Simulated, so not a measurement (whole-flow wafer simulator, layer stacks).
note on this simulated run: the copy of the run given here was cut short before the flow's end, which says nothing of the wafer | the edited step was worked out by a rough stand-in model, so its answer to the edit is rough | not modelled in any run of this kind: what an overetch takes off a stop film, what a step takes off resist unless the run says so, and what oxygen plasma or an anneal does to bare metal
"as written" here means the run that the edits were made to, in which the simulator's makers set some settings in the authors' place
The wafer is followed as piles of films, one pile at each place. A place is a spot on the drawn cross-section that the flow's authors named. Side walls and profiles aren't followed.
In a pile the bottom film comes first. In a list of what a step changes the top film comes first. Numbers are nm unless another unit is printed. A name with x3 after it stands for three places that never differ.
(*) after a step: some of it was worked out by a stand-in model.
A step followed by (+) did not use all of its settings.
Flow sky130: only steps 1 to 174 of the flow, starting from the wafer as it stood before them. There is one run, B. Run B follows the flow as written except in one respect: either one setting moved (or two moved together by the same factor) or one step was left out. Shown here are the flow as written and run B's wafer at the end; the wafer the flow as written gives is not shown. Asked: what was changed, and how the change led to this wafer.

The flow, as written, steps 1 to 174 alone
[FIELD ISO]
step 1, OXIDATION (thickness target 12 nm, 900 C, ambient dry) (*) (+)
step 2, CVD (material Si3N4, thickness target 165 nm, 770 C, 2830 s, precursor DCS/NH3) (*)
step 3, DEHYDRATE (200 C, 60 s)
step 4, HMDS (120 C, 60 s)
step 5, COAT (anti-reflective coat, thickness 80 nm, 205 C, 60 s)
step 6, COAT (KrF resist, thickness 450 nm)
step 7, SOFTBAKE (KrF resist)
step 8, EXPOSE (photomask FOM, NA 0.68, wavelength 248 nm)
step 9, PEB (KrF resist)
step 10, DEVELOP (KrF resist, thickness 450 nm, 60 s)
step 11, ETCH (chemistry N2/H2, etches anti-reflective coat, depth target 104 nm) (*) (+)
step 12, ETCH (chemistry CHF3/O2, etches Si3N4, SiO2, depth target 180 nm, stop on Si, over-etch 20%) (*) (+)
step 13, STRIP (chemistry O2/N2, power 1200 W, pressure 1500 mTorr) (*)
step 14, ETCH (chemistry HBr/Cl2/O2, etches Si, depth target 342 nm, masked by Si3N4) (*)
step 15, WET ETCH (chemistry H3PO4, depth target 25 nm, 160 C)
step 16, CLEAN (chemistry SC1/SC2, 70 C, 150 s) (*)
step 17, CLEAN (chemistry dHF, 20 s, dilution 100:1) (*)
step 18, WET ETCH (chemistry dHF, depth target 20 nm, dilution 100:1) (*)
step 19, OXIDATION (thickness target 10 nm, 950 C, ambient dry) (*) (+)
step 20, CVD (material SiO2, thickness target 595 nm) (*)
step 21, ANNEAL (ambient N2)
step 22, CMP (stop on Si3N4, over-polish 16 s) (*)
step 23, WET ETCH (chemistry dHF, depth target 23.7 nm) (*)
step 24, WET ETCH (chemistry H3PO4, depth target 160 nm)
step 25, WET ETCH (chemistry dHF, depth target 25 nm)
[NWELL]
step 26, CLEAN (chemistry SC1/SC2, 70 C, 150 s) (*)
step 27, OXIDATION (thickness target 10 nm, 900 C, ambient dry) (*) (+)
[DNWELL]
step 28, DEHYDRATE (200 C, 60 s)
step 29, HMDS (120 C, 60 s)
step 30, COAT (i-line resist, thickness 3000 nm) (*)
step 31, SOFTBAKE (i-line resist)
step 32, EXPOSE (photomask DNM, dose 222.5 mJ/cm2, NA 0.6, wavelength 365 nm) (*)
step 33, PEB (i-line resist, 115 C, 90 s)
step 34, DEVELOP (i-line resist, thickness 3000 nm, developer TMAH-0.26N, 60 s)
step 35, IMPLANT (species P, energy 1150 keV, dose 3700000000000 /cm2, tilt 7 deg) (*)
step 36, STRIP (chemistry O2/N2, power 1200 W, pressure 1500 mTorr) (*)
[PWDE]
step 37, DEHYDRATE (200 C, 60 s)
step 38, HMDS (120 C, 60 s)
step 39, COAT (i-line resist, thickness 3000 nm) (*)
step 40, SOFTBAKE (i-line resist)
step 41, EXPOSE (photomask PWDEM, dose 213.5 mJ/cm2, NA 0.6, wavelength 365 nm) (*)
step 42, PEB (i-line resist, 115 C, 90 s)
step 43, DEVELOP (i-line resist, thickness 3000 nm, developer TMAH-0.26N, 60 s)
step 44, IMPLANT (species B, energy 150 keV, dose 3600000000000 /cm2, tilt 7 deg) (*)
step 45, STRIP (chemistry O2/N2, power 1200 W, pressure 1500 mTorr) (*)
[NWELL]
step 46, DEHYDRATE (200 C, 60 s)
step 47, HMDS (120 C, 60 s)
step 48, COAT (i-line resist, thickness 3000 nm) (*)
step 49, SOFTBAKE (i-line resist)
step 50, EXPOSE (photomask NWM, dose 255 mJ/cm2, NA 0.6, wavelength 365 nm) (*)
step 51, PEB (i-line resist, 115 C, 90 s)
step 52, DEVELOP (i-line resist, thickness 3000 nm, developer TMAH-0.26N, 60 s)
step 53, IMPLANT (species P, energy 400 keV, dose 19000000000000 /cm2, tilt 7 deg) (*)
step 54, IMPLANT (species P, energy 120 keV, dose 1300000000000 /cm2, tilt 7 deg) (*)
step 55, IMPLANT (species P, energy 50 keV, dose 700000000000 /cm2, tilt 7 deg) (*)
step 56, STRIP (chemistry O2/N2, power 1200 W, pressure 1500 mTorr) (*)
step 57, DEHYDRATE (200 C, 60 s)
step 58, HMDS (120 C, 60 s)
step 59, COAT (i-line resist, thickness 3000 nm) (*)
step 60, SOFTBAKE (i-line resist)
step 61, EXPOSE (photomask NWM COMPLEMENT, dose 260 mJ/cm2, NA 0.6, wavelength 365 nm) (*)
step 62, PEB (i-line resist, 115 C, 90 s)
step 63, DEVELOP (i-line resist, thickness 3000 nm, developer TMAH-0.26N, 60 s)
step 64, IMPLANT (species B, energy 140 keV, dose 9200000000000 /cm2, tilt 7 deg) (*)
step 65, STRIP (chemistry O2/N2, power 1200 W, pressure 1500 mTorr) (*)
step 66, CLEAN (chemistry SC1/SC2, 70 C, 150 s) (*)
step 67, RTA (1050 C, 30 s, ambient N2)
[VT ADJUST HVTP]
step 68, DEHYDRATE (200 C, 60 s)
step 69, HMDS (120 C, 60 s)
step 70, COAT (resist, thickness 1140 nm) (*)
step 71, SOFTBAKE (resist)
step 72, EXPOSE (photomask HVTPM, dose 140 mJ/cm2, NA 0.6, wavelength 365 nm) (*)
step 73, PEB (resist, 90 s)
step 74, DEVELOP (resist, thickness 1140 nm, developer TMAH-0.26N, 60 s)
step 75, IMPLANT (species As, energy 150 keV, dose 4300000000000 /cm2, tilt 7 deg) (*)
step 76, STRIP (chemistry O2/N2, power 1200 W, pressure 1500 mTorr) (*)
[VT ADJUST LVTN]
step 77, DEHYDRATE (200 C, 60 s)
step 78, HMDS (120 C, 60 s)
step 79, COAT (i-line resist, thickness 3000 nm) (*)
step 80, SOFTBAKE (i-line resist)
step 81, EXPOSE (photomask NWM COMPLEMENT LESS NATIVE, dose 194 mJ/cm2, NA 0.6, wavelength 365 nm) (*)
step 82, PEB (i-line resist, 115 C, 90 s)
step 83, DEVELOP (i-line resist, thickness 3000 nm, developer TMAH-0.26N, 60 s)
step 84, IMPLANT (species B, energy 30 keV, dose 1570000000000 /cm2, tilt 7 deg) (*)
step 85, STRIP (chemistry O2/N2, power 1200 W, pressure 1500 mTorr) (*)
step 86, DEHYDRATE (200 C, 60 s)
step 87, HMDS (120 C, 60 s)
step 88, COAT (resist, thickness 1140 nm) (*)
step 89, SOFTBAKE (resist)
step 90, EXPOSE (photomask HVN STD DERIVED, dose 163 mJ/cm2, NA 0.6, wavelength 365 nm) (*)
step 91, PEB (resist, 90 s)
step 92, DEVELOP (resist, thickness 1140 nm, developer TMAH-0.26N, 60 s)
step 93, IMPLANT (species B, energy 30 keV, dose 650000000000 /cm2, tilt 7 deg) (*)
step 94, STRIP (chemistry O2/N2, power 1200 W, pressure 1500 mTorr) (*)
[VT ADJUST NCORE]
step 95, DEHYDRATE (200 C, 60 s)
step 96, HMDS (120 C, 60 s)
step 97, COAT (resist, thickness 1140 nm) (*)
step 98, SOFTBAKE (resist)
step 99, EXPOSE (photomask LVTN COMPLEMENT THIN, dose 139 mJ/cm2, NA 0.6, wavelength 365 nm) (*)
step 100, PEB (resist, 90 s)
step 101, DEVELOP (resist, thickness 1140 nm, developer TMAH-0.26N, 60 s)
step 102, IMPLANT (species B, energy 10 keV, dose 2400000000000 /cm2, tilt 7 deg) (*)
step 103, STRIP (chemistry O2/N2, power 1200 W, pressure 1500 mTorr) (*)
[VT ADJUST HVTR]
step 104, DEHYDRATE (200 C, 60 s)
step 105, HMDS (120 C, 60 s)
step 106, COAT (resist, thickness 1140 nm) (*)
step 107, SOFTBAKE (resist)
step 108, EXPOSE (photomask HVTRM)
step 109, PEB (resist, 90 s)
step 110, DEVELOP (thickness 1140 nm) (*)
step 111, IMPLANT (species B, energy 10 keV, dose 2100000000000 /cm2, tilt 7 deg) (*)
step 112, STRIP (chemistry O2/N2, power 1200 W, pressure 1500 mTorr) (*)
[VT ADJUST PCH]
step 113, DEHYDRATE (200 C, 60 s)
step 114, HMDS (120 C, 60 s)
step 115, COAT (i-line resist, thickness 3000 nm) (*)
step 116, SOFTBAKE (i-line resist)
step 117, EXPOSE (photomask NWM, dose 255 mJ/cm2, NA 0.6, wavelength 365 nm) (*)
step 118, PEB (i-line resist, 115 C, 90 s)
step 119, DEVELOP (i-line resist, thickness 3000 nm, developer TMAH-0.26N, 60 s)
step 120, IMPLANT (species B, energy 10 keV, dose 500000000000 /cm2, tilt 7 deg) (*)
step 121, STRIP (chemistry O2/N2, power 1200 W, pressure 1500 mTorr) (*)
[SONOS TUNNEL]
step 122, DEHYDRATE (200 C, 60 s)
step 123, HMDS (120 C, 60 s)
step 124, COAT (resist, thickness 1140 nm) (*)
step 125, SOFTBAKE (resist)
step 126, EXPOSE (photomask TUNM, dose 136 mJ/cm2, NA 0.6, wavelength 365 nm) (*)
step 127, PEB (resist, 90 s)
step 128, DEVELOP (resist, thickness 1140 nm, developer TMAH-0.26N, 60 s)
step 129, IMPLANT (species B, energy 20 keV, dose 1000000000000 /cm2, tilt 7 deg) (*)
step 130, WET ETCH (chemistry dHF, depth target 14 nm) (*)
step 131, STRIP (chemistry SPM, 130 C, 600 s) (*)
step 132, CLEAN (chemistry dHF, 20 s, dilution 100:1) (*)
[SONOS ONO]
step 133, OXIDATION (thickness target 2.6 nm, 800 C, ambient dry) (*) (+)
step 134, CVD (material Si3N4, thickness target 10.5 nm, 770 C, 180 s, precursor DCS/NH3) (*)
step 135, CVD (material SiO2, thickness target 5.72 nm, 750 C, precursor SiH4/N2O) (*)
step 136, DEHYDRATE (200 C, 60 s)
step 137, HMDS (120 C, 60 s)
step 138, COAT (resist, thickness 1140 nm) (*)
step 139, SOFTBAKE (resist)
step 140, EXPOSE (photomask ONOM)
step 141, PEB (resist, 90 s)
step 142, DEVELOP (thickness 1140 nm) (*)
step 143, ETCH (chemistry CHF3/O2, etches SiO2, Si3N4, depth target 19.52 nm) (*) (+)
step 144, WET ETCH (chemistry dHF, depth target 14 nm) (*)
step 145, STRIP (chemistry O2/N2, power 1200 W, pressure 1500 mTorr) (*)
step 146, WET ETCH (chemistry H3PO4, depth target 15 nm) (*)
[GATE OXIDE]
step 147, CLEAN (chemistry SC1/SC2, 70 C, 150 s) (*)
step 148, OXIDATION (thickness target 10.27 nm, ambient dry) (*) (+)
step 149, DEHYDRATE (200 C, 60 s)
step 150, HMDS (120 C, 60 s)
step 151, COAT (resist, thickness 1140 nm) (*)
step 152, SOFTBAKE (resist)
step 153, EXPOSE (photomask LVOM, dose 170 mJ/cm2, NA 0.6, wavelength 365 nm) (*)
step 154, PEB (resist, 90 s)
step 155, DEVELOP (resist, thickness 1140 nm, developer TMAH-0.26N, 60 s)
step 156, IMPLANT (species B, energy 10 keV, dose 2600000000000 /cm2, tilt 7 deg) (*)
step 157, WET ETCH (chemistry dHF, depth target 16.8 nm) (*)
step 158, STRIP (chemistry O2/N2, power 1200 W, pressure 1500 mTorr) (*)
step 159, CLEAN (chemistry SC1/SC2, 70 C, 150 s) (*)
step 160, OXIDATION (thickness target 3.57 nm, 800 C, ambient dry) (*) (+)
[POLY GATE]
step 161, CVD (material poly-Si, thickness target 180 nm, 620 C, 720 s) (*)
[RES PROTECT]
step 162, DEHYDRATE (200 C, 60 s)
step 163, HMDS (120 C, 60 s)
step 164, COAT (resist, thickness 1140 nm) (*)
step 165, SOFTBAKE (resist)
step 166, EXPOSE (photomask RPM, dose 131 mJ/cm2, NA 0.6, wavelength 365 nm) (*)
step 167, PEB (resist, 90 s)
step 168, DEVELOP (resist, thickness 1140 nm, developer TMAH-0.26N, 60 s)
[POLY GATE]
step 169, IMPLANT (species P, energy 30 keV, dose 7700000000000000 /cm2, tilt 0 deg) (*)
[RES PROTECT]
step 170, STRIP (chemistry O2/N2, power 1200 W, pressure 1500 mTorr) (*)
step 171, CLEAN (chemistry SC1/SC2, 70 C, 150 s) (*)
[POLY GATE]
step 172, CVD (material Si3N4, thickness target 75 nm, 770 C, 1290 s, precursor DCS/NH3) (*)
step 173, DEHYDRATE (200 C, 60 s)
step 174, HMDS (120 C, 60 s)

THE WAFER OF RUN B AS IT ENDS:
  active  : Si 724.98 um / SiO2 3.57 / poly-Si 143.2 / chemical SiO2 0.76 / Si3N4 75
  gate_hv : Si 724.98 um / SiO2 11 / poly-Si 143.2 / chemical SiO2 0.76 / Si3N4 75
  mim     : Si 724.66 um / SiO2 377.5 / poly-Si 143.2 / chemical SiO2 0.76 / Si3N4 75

The reason: step 161, CVD: 576 s was run, whereas the flow has 720 s.

How this came from the change, step by step:
  step 161, CVD (material poly-Si, thickness target 180 nm, 620 C, 720 s) (*)
      field, active, n_well and 186 more: poly-Si gains 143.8 (new film) (it would be, as written: poly-Si gains 180 (new film))
      ndiff_dn: poly-Si gains 175.5 (new film) (it would be, as written: poly-Si gains 215.7 (new film))
